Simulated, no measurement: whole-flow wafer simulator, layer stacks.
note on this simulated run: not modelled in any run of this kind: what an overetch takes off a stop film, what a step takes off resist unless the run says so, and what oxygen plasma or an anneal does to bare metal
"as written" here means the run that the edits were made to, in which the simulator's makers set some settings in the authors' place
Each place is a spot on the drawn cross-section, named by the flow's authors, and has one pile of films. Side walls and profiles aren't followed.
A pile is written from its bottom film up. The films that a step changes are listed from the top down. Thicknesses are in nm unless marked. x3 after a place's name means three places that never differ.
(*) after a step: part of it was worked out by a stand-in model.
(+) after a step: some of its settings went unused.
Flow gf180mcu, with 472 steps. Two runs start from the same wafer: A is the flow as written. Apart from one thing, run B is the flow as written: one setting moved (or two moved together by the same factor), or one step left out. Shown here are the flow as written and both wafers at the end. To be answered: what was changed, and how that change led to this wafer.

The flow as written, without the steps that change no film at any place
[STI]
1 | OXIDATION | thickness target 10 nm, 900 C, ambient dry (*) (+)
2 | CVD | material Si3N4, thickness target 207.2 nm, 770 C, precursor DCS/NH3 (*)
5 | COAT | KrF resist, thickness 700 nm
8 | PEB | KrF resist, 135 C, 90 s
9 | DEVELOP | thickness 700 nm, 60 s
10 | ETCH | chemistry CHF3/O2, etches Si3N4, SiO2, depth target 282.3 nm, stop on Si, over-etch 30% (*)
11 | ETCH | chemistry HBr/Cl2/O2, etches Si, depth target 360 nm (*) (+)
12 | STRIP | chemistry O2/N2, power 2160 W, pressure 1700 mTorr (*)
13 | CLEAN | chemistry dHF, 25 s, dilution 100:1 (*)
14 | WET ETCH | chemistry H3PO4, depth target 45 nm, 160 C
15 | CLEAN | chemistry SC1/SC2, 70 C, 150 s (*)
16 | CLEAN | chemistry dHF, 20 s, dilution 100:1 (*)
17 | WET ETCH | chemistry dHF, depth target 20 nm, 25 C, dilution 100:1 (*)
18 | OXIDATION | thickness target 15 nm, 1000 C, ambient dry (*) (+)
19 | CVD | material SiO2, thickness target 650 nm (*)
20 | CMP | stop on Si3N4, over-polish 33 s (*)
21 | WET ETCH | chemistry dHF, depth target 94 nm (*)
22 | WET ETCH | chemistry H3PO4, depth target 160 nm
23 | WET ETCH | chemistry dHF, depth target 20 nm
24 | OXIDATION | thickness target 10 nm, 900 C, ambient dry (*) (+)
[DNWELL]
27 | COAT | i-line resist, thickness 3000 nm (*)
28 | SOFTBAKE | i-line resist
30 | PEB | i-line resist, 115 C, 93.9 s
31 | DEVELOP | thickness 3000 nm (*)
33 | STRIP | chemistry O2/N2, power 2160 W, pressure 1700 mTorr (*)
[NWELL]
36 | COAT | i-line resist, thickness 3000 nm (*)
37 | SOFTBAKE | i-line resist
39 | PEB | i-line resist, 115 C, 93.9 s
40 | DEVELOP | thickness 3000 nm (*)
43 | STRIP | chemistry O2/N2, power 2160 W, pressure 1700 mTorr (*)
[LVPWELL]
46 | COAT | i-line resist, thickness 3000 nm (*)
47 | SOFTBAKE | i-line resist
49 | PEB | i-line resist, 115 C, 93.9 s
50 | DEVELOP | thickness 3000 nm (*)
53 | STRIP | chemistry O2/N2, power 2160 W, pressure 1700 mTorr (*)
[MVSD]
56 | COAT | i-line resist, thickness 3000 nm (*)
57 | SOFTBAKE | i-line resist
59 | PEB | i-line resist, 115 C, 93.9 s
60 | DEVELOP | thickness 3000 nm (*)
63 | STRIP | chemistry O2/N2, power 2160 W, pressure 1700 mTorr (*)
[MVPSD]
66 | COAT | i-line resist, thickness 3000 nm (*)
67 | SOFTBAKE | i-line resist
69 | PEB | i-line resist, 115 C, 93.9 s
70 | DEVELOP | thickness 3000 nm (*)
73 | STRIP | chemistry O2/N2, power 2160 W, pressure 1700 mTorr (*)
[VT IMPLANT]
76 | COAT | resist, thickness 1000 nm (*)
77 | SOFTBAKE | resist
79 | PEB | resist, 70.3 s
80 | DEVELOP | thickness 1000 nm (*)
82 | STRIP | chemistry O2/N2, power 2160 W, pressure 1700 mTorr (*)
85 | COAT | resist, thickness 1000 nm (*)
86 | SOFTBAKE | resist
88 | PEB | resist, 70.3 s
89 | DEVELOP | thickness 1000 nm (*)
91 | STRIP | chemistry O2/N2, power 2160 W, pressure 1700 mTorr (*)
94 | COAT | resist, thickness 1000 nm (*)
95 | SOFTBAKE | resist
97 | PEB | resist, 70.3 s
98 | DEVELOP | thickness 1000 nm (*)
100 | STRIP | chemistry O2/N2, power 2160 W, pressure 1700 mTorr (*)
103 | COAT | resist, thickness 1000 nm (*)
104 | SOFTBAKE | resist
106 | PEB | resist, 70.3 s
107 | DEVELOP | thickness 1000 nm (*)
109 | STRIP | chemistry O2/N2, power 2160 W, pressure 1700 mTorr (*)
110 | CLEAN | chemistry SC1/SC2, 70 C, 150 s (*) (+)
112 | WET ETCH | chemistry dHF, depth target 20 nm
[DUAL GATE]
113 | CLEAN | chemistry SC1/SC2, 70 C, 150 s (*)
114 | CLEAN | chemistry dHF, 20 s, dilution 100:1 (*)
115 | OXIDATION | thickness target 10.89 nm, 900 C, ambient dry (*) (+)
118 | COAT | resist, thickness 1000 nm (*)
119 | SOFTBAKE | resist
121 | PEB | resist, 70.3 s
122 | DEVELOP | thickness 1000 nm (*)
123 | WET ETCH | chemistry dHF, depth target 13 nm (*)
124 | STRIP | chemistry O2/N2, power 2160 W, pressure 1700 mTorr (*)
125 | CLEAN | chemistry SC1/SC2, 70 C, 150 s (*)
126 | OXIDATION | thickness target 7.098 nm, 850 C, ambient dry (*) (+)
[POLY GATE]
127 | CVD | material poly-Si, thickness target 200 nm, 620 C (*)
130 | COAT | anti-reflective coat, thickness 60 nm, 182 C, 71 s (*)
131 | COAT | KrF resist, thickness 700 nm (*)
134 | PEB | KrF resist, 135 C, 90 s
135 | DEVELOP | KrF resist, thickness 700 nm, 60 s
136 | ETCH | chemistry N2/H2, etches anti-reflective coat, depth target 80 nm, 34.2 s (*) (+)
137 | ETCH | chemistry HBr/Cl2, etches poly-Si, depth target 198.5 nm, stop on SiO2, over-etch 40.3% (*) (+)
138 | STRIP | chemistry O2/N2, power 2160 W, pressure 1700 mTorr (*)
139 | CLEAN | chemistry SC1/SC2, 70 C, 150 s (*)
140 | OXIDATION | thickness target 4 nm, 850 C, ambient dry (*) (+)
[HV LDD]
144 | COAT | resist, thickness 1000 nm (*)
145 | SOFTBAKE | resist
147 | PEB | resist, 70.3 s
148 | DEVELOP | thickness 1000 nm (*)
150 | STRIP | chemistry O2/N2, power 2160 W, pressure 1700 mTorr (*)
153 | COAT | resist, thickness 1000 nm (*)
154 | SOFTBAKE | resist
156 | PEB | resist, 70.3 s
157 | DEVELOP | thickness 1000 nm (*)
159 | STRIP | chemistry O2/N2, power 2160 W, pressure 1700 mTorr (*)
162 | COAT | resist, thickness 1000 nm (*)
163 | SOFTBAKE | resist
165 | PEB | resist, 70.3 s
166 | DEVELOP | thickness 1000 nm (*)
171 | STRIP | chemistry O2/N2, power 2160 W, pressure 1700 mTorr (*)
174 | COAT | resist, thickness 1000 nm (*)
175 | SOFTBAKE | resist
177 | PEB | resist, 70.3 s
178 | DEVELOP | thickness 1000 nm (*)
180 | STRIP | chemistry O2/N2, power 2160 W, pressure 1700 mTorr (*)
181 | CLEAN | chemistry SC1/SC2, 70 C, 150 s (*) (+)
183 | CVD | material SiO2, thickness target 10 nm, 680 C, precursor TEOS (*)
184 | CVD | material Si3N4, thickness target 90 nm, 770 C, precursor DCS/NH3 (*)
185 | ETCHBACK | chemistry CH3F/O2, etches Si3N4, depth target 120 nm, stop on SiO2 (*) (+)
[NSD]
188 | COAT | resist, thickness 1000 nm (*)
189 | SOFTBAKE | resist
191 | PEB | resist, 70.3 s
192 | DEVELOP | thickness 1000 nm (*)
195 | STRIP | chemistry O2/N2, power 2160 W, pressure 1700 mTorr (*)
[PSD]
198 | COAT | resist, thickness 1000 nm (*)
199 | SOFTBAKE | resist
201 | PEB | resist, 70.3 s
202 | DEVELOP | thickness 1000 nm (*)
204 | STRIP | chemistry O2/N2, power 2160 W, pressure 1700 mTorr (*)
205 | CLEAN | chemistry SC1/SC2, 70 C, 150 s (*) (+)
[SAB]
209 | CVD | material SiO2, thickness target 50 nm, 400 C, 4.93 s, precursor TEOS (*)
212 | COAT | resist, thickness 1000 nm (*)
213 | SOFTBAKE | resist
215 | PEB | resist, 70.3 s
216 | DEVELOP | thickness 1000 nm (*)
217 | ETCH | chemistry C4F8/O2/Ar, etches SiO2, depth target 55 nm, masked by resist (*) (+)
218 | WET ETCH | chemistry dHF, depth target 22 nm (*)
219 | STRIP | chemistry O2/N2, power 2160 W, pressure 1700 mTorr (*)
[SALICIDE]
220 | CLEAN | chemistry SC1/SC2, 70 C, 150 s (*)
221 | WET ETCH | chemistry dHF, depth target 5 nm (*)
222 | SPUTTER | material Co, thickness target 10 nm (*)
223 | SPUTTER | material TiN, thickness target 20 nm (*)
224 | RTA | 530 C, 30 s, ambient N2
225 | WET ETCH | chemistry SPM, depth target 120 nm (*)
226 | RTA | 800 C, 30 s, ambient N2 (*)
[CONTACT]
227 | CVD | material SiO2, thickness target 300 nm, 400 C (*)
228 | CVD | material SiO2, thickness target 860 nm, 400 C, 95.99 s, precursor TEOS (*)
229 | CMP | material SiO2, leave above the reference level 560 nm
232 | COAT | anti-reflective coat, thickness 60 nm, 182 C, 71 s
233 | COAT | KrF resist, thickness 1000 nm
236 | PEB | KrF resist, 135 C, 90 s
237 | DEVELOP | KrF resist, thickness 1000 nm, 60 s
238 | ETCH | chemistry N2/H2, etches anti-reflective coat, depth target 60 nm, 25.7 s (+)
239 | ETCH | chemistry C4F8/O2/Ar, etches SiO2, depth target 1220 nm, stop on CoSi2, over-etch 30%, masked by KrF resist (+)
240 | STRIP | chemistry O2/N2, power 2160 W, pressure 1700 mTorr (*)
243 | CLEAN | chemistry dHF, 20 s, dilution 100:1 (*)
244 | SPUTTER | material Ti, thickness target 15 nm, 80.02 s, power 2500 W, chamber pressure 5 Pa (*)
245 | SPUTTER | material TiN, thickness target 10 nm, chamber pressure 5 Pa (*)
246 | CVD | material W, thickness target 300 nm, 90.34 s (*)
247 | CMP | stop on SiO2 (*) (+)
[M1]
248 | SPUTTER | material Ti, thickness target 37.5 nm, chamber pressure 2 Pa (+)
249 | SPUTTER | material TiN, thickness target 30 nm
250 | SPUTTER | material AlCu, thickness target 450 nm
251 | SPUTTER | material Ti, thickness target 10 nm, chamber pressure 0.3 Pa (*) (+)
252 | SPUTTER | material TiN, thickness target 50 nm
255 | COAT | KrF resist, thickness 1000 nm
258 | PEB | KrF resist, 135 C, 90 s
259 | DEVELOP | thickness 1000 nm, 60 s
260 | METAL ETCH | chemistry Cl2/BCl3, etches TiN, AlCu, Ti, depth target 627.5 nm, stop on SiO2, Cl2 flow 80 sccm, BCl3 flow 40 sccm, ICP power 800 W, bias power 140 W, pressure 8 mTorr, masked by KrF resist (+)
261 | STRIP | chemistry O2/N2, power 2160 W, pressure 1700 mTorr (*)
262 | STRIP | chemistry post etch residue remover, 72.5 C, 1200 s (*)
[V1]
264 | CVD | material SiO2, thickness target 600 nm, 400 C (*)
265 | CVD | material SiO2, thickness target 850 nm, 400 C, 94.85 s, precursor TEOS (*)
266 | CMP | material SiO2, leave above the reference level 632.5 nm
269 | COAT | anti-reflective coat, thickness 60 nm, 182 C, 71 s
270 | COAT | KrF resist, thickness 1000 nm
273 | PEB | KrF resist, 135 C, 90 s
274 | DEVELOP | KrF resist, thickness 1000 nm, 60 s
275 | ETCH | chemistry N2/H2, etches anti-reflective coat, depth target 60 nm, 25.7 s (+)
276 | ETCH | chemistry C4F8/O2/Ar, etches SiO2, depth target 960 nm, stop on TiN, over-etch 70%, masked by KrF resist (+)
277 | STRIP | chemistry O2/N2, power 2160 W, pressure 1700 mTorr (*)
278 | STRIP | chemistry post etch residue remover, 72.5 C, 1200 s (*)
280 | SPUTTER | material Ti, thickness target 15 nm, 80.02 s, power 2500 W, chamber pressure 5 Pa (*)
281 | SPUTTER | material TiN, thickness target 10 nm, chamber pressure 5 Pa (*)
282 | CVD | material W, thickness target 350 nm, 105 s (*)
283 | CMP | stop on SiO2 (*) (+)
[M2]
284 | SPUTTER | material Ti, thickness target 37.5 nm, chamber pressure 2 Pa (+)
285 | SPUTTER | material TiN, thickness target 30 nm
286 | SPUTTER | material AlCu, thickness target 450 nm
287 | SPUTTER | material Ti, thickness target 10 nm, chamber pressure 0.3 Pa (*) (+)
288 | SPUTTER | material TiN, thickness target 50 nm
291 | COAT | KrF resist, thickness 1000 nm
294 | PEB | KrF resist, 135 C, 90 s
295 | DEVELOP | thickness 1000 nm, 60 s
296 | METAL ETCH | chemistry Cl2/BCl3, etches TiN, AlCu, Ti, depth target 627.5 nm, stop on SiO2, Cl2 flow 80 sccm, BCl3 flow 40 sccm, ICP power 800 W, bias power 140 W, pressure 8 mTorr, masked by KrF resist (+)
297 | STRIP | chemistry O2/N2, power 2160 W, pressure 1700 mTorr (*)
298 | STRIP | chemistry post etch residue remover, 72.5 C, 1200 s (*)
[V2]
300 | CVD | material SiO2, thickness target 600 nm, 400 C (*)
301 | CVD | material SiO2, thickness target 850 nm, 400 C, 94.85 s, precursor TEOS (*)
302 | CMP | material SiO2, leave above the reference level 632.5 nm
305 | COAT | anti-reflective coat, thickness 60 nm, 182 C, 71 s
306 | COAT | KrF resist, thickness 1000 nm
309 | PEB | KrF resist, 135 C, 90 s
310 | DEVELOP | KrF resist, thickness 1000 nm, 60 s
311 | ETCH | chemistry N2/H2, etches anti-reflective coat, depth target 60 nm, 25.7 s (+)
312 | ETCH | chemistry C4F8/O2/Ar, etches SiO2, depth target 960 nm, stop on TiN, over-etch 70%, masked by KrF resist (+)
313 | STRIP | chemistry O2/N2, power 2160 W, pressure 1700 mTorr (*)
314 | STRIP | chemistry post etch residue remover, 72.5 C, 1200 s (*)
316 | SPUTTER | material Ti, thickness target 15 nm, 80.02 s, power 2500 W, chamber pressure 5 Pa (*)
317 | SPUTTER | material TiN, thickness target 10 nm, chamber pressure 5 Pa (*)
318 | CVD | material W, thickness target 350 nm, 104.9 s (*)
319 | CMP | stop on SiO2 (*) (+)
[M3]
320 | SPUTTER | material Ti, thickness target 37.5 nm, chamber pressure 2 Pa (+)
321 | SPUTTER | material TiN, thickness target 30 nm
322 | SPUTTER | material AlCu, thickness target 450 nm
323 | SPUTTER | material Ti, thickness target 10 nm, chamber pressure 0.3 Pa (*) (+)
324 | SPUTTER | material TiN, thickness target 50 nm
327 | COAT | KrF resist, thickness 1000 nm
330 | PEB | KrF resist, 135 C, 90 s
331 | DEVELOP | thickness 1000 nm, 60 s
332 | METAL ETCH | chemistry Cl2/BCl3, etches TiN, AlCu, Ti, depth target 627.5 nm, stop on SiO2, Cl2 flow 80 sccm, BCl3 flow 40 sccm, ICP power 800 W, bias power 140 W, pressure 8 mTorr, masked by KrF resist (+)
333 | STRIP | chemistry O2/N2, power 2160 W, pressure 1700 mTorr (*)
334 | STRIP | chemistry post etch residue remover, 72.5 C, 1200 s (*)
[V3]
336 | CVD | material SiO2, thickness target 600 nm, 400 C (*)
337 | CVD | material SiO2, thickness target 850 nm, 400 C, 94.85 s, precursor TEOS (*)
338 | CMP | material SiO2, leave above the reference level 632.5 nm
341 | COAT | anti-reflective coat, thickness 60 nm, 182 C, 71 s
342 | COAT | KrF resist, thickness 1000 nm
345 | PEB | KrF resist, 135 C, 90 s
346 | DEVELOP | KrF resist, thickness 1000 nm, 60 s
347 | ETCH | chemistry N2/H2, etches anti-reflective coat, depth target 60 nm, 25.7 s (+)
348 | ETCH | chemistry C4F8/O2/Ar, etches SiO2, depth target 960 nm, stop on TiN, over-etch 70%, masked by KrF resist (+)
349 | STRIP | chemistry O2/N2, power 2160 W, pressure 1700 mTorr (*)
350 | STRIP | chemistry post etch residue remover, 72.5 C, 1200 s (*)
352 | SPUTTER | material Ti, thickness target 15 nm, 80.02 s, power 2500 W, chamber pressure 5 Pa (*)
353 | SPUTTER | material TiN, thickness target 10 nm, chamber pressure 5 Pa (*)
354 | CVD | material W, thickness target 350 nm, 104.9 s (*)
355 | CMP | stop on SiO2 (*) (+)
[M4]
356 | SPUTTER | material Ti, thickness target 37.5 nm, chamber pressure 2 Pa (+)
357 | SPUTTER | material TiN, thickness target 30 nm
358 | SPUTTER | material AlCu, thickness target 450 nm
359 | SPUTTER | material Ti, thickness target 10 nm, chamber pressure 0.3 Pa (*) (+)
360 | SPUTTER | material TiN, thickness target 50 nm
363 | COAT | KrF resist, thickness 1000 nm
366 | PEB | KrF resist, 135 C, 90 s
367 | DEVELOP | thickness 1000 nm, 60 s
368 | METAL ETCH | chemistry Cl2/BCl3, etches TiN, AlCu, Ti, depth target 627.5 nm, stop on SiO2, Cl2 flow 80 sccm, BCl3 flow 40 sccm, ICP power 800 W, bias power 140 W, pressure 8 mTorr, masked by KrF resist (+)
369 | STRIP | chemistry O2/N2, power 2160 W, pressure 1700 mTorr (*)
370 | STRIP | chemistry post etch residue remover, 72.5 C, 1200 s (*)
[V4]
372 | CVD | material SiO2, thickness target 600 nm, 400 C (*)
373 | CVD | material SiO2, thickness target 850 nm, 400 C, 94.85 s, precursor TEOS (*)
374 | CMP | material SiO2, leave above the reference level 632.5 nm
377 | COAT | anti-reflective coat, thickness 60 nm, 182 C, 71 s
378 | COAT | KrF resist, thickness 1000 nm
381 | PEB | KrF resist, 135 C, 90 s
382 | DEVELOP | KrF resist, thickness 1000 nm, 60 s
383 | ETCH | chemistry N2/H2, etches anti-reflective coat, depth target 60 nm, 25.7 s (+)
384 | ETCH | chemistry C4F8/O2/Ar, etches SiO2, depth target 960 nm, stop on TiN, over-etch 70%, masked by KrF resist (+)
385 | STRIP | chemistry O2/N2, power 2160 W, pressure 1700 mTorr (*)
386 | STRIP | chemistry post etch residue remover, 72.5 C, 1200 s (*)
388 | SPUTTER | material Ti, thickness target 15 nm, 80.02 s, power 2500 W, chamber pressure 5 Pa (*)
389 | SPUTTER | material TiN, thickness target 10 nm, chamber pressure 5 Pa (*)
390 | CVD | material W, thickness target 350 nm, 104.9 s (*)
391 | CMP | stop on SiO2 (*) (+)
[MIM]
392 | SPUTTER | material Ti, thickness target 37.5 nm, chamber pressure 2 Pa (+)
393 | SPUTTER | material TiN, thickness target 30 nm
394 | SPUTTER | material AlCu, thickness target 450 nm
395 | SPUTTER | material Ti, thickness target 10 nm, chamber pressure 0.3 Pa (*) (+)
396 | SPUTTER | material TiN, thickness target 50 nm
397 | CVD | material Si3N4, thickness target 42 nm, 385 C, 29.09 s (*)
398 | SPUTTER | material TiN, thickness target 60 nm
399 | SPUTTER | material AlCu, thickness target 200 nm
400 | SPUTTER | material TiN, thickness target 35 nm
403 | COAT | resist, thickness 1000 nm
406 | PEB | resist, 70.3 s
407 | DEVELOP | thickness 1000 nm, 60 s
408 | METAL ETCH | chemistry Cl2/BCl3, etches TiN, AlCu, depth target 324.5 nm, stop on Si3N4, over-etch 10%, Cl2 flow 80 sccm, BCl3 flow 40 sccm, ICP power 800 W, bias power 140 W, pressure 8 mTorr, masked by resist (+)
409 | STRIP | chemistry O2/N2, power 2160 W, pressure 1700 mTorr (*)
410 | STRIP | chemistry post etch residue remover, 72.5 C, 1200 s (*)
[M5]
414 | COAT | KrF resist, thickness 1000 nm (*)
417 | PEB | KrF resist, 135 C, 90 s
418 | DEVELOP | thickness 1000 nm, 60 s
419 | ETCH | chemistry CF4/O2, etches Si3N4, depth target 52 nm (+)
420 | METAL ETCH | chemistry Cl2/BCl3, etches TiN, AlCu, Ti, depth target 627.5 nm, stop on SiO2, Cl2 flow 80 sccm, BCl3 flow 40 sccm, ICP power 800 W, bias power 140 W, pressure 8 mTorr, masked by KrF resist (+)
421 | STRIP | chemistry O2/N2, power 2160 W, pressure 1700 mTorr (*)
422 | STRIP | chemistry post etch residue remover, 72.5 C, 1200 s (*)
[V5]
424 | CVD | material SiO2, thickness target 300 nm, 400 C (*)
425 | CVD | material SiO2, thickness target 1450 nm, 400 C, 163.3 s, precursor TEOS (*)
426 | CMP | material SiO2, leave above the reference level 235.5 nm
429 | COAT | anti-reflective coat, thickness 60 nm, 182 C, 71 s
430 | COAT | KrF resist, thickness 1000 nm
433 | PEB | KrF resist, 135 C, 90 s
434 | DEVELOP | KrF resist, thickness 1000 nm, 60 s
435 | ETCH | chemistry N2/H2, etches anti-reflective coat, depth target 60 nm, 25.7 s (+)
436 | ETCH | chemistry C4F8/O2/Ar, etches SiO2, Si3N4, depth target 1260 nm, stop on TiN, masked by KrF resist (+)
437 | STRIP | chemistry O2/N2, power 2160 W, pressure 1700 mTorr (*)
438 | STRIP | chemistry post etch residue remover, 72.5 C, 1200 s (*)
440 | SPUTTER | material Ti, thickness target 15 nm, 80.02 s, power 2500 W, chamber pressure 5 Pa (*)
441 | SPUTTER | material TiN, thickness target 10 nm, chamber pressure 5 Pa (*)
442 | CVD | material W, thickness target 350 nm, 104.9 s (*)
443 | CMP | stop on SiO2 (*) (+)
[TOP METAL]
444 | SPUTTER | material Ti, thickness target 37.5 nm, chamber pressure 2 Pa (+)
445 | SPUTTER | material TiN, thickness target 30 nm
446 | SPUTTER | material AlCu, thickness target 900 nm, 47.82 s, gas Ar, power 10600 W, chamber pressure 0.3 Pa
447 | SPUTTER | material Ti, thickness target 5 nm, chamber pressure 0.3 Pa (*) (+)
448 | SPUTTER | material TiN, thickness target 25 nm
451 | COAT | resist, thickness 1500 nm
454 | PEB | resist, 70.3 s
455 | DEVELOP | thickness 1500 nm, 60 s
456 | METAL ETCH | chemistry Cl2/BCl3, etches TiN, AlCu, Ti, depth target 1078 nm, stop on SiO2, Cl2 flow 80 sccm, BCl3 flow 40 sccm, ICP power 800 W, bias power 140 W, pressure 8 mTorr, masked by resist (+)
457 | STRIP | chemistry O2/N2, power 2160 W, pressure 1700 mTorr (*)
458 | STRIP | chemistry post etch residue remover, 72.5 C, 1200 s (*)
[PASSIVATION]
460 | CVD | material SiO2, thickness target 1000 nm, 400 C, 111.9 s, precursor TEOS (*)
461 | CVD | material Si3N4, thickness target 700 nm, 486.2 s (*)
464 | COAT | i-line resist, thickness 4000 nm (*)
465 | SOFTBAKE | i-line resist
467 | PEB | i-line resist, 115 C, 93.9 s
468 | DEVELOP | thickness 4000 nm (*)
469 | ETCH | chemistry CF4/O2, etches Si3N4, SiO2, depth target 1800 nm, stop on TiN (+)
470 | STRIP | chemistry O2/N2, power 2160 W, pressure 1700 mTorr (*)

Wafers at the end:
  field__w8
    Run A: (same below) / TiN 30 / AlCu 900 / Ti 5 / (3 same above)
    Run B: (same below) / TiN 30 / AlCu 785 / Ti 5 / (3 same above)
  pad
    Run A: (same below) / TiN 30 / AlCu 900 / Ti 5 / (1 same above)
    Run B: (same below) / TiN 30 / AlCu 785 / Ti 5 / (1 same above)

What caused this: step 446, SPUTTER: 41.84 s was run, though the flow has 47.82 s.

How this came from the change, step by step:
  446 | SPUTTER | material AlCu, thickness target 900 nm, 47.82 s, gas Ar, power 10600 W, chamber pressure 0.3 Pa
      field, field__w1, field__w2 and 109 more: A AlCu gains 900 (new film) | B AlCu gains 785 (new film)
  456 | METAL ETCH | chemistry Cl2/BCl3, etches TiN, AlCu, Ti, depth target 1078 nm, stop on SiO2, Cl2 flow 80 sccm, BCl3 flow 40 sccm, ICP power 800 W, bias power 140 W, pressure 8 mTorr, masked by resist (+)
      field, field__w1, field__w2 and 103 more: A TiN loses 25 (all of it), Ti loses 5 (all of it), AlCu loses 900 (all of it), TiN loses 30 (all of it), Ti loses 37.5 (all of it) | B TiN loses 25 (all of it), Ti loses 5 (all of it), AlCu loses 785 (all of it), TiN loses 30 (all of it), Ti loses 37.5 (all of it)
  464 | COAT | i-line resist, thickness 4000 nm (*)
      field__w8: A i-line resist gains 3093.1 (new film) | B i-line resist gains 3194.7 (new film)
      contact: A i-line resist gains 3153.6 (new film) | B i-line resist gains 3244.4 (new film)
      (as well as at 4 more places)
  465 | SOFTBAKE | i-line resist
      field__w11, field__w13: A i-line resist gains 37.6 | B i-line resist gains 31.6
      mim, ppoly_u: A i-line resist gains 37.5 | B i-line resist gains 31.5
      (as well as at 65 more places)
  467 | PEB | i-line resist, 115 C, 93.9 s
      field__w8, m1__w1: A i-line resist loses 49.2 | B i-line resist loses 51.3
      contact, m1: A i-line resist loses 49.6 | B i-line resist loses 51.6
      (as well as at 2 more places)
  468 | DEVELOP | thickness 4000 nm (*)
      pad: A i-line resist loses 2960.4 (all of it) | B i-line resist loses 3072.3 (all of it)
  470 | STRIP | chemistry O2/N2, power 2160 W, pressure 1700 mTorr (*)
      field__w8, m1__w1: A i-line resist loses 1775.9 (all of it) | B i-line resist loses 1886.1 (all of it)
      contact: A i-line resist loses 1798.3 (all of it) | B i-line resist loses 1904.5 (all of it)
      (as well as at 2 more places)
